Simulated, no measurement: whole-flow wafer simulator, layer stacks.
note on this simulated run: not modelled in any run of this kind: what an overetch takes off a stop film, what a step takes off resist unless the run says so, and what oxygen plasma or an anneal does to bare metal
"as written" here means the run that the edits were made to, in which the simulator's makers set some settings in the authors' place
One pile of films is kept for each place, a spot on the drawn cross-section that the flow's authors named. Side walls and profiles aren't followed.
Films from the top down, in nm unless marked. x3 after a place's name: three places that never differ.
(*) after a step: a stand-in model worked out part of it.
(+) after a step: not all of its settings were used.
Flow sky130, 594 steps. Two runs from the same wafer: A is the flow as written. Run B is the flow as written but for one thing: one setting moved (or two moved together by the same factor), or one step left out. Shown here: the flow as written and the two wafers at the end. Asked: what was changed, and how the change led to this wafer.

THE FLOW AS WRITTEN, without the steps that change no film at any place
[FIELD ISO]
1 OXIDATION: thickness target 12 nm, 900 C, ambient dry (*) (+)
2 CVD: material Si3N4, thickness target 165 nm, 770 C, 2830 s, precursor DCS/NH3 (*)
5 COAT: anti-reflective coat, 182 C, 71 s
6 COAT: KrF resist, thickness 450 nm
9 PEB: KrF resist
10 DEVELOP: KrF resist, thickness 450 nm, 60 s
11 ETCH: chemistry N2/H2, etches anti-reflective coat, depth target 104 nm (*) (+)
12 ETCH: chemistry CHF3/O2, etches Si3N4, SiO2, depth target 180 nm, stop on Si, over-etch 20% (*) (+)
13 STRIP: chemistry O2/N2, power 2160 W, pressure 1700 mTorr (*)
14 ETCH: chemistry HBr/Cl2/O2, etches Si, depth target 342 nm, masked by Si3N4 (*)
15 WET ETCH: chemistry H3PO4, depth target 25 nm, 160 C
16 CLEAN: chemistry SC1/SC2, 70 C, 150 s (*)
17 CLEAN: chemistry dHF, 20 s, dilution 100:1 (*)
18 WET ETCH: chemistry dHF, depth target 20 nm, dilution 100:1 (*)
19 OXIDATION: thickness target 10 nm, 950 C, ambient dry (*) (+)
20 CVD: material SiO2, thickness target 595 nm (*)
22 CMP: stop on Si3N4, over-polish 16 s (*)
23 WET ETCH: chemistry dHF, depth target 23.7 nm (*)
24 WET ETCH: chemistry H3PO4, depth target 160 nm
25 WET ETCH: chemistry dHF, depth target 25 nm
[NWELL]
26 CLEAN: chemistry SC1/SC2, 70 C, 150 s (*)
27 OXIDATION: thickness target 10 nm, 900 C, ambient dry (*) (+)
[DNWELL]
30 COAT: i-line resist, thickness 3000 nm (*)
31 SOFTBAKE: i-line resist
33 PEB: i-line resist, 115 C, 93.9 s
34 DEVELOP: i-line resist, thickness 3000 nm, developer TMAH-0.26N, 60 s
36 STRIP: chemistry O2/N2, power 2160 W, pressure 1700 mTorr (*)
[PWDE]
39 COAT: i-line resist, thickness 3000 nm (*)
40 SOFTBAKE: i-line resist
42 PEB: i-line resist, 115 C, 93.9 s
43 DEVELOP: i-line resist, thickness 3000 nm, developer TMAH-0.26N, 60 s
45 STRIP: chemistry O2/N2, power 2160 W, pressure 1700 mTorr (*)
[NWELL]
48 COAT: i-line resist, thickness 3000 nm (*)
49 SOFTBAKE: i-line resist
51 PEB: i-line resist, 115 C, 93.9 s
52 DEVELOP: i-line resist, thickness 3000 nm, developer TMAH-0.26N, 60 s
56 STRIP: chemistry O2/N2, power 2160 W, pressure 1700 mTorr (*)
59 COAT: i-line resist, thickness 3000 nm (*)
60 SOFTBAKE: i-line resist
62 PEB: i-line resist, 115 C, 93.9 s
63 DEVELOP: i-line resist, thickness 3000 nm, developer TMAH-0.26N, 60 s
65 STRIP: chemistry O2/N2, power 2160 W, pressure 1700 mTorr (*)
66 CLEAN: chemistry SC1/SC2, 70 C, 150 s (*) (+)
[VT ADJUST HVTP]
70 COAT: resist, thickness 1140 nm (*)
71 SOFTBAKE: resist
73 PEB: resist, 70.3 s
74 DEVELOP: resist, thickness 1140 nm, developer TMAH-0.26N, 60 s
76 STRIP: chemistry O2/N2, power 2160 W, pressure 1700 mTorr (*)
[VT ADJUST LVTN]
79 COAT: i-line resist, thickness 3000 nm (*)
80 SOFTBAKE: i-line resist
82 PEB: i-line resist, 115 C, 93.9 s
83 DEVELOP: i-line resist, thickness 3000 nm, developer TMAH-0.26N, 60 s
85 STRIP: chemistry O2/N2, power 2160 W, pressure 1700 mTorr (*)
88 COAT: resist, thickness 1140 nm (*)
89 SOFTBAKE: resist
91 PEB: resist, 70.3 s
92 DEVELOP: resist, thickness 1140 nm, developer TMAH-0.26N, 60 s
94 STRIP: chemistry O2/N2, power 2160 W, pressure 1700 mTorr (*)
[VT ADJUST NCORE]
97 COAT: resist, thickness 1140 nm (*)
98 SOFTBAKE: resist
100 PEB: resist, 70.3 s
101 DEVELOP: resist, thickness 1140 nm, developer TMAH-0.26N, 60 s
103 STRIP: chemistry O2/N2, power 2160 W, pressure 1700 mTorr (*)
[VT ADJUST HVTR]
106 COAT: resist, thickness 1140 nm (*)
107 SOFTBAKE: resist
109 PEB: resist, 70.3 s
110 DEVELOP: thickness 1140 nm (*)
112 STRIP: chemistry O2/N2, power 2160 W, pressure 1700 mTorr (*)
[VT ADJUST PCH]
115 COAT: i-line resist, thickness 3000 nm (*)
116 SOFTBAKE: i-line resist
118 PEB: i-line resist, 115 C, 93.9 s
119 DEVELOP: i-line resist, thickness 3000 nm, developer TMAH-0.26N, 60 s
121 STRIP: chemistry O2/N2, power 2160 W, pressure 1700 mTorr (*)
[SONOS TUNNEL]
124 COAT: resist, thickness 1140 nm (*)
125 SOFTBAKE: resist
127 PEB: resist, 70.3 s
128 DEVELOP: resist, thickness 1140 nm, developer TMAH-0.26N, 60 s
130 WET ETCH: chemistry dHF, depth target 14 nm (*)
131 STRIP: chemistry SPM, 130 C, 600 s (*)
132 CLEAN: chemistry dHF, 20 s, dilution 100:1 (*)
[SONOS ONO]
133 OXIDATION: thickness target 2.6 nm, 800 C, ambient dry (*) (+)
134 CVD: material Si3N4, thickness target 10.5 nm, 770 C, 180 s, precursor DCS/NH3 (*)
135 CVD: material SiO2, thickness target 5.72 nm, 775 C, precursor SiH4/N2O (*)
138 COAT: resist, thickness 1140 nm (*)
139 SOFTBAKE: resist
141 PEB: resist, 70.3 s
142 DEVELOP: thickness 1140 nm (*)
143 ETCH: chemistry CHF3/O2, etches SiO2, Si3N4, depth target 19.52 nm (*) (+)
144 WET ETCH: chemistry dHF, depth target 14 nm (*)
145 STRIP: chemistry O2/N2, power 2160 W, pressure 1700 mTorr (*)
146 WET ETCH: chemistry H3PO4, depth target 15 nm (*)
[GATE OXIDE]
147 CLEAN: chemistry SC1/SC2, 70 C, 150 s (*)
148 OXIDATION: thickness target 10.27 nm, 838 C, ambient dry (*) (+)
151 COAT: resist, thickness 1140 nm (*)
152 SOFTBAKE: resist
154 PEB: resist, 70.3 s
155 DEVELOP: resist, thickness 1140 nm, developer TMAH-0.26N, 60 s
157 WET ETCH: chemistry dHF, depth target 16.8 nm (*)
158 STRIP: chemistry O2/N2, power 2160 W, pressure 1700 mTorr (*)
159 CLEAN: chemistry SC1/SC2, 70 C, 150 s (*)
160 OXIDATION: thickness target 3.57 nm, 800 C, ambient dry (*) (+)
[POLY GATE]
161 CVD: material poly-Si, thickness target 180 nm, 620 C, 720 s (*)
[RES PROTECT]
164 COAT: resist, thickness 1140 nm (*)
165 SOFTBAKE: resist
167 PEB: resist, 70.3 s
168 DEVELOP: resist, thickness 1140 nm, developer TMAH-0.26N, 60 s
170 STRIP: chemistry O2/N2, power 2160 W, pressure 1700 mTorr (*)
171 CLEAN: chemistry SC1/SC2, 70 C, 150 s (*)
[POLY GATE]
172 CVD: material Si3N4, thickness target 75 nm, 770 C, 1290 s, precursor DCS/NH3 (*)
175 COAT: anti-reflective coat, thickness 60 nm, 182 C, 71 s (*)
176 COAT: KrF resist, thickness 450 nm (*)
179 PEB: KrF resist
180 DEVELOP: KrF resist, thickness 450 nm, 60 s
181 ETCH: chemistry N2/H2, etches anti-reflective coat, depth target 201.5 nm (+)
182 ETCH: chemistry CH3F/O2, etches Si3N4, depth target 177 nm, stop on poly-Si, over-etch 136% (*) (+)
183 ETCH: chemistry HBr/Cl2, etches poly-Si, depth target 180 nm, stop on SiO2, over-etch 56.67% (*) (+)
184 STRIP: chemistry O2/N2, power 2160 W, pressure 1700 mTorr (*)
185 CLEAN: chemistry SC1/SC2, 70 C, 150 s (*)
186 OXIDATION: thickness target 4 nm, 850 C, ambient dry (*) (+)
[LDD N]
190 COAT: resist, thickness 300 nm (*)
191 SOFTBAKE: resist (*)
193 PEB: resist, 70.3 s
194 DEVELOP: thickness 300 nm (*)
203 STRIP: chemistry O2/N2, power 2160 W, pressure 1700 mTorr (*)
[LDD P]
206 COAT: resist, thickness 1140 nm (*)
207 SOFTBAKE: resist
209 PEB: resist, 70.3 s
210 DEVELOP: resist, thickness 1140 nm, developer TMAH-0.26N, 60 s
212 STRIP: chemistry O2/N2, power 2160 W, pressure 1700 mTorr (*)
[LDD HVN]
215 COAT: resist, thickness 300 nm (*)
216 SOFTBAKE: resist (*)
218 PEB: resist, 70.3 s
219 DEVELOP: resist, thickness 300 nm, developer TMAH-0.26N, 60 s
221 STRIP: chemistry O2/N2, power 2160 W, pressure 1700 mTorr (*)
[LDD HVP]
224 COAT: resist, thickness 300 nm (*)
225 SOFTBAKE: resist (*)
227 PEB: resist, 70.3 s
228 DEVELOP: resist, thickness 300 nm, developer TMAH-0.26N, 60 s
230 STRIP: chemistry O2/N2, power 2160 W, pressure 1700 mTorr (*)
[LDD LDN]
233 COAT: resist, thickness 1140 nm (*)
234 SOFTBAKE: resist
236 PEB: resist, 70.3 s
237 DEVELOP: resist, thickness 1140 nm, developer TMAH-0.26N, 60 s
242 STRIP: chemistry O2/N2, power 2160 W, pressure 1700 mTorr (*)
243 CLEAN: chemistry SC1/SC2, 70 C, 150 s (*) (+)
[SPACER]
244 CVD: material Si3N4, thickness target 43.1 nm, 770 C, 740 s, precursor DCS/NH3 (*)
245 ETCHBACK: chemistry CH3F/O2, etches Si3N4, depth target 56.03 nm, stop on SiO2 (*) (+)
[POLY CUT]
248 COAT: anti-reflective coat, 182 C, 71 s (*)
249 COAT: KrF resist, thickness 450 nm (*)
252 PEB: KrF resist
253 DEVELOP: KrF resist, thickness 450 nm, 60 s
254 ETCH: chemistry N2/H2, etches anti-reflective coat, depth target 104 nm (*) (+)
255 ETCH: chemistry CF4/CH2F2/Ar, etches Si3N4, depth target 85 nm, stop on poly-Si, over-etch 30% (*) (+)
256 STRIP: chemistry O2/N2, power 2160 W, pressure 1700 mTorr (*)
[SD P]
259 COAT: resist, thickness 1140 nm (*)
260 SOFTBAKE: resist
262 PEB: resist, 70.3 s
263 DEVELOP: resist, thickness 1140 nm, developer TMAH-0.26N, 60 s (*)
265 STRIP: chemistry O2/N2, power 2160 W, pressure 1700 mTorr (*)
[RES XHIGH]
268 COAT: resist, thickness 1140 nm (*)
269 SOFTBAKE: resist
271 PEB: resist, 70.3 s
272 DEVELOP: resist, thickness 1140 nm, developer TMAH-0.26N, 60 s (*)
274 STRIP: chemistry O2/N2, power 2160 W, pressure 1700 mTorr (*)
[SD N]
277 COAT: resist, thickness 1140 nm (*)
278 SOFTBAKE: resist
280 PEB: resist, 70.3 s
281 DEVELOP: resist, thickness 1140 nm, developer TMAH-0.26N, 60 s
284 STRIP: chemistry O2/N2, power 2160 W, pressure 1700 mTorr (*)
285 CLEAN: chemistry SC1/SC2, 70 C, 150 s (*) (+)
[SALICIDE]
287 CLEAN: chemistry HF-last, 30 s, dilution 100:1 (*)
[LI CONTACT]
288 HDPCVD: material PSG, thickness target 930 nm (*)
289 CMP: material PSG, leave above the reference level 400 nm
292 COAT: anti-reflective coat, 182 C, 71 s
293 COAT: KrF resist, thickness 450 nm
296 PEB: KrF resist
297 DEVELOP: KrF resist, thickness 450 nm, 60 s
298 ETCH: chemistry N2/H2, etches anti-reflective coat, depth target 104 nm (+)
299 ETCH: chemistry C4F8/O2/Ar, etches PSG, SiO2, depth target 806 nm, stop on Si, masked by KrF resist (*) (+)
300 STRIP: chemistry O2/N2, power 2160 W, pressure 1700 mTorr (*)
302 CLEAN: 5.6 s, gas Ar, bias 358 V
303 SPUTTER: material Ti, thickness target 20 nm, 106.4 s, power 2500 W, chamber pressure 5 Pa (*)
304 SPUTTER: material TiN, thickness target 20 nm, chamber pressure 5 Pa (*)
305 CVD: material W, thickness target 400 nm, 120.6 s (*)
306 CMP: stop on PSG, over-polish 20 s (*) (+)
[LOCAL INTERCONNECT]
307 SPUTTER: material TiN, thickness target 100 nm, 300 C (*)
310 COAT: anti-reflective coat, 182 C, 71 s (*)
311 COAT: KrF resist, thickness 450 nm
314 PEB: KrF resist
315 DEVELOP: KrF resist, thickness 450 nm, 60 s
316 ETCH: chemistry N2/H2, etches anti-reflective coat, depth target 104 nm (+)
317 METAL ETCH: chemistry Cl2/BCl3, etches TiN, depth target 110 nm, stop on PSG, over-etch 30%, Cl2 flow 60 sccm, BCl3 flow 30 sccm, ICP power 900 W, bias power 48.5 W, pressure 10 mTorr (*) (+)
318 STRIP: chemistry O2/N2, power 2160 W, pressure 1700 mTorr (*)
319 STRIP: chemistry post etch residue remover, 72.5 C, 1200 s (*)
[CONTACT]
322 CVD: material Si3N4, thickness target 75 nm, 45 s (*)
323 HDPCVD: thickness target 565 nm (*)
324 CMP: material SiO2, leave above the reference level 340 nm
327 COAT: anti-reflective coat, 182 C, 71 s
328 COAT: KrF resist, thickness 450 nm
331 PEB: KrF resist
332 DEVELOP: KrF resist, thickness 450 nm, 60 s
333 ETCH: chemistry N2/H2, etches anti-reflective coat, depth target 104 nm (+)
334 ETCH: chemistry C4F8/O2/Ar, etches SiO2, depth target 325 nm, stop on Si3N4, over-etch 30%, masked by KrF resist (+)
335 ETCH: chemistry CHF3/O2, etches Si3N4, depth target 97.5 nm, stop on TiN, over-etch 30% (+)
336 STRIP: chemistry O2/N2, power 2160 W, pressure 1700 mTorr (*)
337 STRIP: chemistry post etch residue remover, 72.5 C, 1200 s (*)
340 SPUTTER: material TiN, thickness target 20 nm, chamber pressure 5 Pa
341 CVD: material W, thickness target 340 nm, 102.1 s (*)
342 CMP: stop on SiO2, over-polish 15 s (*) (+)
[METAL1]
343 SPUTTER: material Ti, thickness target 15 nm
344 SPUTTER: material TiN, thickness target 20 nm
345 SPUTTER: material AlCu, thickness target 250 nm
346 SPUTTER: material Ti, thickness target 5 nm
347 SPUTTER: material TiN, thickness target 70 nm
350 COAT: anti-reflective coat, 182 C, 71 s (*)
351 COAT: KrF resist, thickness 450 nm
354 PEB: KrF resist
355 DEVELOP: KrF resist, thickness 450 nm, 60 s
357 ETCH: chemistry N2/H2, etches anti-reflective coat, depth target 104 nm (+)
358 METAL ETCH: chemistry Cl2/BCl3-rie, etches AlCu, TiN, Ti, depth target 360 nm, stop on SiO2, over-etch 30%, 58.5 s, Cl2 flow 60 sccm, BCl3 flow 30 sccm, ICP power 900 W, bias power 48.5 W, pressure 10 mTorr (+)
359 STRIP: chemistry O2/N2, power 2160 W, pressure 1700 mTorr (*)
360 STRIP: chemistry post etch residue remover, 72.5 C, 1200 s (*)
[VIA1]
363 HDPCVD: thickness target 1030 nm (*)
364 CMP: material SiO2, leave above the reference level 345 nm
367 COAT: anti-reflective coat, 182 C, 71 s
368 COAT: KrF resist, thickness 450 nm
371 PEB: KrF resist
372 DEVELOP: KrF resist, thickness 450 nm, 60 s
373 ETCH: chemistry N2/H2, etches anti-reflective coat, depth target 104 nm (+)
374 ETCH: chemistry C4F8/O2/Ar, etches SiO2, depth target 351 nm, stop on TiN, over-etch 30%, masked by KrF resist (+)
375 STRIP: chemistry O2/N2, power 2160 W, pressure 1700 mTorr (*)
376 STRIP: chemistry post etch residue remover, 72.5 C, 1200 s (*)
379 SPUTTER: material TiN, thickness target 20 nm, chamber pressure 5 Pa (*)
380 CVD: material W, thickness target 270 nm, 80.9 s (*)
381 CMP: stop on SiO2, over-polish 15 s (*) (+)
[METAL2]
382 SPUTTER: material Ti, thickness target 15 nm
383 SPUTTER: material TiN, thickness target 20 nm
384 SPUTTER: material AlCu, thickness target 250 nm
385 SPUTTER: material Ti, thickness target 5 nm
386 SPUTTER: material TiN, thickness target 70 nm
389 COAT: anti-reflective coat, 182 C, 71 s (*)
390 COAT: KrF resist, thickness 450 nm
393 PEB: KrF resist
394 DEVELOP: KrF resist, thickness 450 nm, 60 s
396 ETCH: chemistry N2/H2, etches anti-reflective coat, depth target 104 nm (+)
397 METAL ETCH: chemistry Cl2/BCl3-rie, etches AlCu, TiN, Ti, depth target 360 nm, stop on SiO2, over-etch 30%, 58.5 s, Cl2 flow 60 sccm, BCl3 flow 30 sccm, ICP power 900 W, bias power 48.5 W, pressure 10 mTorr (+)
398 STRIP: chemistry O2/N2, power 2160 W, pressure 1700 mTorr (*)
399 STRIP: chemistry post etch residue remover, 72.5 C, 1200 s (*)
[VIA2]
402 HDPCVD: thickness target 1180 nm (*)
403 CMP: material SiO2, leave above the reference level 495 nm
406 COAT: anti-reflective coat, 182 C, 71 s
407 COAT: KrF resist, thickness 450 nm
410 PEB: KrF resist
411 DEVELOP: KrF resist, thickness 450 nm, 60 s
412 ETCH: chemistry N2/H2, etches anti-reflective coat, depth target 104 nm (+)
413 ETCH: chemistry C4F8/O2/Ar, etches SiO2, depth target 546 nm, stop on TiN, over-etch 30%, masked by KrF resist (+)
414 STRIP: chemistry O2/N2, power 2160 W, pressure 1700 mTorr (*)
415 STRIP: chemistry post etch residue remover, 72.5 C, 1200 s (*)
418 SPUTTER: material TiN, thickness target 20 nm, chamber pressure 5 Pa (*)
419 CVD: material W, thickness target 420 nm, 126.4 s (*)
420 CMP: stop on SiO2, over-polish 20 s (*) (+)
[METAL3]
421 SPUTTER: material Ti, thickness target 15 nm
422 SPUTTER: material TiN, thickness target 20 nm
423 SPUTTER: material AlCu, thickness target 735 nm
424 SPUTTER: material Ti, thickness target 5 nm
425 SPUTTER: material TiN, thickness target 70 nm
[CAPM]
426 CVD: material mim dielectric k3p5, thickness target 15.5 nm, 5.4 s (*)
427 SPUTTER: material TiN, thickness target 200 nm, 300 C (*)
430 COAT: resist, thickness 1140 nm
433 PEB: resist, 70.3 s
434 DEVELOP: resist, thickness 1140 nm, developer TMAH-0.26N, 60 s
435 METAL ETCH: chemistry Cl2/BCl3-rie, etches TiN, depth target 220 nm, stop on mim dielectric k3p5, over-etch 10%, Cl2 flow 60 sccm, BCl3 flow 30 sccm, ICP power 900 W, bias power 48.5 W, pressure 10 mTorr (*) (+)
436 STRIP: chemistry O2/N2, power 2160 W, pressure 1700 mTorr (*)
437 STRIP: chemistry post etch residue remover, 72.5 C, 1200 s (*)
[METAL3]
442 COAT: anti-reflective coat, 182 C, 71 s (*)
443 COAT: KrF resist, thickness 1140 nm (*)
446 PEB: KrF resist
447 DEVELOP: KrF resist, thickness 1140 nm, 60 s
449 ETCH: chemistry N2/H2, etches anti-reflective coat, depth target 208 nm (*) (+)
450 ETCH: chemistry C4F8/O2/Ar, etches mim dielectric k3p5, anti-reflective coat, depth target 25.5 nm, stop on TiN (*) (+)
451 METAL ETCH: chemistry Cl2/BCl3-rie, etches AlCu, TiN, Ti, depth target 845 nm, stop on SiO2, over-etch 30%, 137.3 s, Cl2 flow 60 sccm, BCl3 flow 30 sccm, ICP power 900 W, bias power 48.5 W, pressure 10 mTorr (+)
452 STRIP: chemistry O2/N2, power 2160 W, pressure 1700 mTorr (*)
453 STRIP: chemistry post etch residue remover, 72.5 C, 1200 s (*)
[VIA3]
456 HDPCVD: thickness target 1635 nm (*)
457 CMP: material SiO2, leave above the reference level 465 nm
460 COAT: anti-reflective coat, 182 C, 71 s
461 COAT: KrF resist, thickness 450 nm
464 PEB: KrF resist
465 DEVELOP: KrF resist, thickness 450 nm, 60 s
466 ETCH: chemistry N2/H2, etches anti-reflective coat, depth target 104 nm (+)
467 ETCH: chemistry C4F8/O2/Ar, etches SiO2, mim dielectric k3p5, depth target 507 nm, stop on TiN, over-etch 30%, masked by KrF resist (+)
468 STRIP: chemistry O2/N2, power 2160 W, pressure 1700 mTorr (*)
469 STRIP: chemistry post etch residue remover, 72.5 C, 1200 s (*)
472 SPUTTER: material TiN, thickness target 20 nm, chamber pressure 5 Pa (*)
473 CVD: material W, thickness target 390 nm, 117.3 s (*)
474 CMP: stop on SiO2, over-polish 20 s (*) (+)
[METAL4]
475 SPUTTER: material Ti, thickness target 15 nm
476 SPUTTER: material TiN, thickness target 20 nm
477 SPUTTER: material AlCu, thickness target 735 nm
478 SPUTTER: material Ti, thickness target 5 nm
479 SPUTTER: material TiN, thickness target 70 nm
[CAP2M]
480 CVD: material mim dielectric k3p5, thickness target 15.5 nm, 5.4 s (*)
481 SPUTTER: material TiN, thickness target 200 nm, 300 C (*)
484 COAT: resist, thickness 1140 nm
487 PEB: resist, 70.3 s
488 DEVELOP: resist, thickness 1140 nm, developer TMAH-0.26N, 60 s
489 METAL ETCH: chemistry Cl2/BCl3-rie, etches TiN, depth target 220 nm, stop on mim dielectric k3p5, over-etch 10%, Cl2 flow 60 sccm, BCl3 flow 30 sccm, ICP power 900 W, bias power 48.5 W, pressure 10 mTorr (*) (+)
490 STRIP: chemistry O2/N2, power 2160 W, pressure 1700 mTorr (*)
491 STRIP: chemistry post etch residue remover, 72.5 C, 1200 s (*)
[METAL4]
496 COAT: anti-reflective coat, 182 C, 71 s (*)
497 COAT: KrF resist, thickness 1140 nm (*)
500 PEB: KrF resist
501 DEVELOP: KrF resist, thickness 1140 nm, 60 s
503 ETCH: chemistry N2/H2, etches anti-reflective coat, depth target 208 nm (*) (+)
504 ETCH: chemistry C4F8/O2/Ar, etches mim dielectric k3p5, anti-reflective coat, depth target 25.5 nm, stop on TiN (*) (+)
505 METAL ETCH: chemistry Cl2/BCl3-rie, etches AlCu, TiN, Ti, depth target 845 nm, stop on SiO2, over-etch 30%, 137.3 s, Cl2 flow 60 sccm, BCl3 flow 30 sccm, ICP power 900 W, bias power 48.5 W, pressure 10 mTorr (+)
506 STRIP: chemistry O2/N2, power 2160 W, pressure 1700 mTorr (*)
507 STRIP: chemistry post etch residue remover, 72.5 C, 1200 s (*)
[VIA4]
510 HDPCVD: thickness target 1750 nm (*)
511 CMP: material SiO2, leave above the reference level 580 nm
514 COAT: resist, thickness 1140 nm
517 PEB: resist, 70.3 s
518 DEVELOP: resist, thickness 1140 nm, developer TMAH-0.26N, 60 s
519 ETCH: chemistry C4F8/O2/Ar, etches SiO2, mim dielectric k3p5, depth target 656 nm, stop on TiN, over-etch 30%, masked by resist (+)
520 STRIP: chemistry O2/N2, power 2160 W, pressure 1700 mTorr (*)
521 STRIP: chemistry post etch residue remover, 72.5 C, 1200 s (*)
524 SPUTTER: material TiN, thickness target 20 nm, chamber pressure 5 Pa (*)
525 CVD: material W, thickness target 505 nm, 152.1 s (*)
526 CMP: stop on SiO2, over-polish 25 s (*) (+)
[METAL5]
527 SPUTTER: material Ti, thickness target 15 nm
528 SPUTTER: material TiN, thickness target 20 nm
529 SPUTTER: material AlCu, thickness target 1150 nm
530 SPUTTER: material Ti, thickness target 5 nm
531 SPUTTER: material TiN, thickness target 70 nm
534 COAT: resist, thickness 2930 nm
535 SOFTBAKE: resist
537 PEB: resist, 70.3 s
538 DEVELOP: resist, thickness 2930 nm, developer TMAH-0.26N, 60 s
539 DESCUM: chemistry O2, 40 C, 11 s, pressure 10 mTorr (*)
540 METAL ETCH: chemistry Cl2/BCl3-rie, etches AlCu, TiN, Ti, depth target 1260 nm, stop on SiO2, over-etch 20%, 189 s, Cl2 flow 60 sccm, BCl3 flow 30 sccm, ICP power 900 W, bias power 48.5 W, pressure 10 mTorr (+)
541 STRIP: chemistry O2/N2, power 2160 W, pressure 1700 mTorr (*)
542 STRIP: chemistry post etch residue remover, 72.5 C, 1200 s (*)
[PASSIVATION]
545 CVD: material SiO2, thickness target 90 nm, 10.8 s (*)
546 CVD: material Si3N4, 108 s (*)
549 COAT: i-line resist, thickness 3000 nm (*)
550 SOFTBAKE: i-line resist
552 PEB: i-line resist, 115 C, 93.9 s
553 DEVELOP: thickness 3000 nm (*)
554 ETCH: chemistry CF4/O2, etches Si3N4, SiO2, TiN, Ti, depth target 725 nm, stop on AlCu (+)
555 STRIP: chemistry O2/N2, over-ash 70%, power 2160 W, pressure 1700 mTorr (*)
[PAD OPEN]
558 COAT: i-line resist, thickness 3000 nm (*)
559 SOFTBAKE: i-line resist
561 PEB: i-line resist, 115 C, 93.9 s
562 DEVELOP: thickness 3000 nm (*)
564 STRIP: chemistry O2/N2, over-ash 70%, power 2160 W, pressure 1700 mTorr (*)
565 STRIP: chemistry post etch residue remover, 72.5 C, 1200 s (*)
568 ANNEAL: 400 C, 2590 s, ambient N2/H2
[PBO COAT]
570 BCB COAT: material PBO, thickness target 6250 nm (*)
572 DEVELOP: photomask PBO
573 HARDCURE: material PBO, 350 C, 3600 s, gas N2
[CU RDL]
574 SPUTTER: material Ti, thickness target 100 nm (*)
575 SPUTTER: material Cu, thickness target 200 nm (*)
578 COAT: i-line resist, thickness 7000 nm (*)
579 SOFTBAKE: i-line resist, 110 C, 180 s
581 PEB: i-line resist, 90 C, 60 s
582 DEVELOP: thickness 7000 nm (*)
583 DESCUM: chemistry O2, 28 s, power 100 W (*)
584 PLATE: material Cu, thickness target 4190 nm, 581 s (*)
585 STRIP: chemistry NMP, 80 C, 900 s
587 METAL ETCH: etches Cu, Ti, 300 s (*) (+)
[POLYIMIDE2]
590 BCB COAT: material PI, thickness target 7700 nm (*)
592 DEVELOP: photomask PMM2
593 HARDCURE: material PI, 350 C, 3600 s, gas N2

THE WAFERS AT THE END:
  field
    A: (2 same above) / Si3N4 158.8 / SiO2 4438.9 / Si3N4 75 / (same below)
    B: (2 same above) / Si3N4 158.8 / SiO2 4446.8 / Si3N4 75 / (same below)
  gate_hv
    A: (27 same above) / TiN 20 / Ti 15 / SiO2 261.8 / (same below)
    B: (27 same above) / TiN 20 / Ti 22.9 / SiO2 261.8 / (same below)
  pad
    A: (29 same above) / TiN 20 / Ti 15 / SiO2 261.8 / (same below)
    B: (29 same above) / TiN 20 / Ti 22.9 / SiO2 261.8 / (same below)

The cause: step 343, SPUTTER: thickness target 22.9 nm was run, where the flow has thickness target 15 nm.
It can be read off the wafer: gate_hv has Ti 22.9, and step 343 as written asks for 15 nm.

How the change led to this, step by step:
  343 SPUTTER: material Ti, thickness target 15 nm
      field, active, n_well and 188 more: A Ti +15 (new film) | B Ti +22.9 (new film)
  358 METAL ETCH: chemistry Cl2/BCl3-rie, etches AlCu, TiN, Ti, depth target 360 nm, stop on SiO2, over-etch 30%, 58.5 s, Cl2 flow 60 sccm, BCl3 flow 30 sccm, ICP power 900 W, bias power 48.5 W, pressure 10 mTorr (+)
      field, active, gate and 81 more: A TiN -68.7 (all of it), Ti -5 (all of it), AlCu -250 (all of it), TiN -20 (all of it), Ti -15 (all of it), SiO2 -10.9 | B TiN -68.7 (all of it), Ti -5 (all of it), AlCu -250 (all of it), TiN -20 (all of it), Ti -22.9 (all of it), SiO2 -10.1
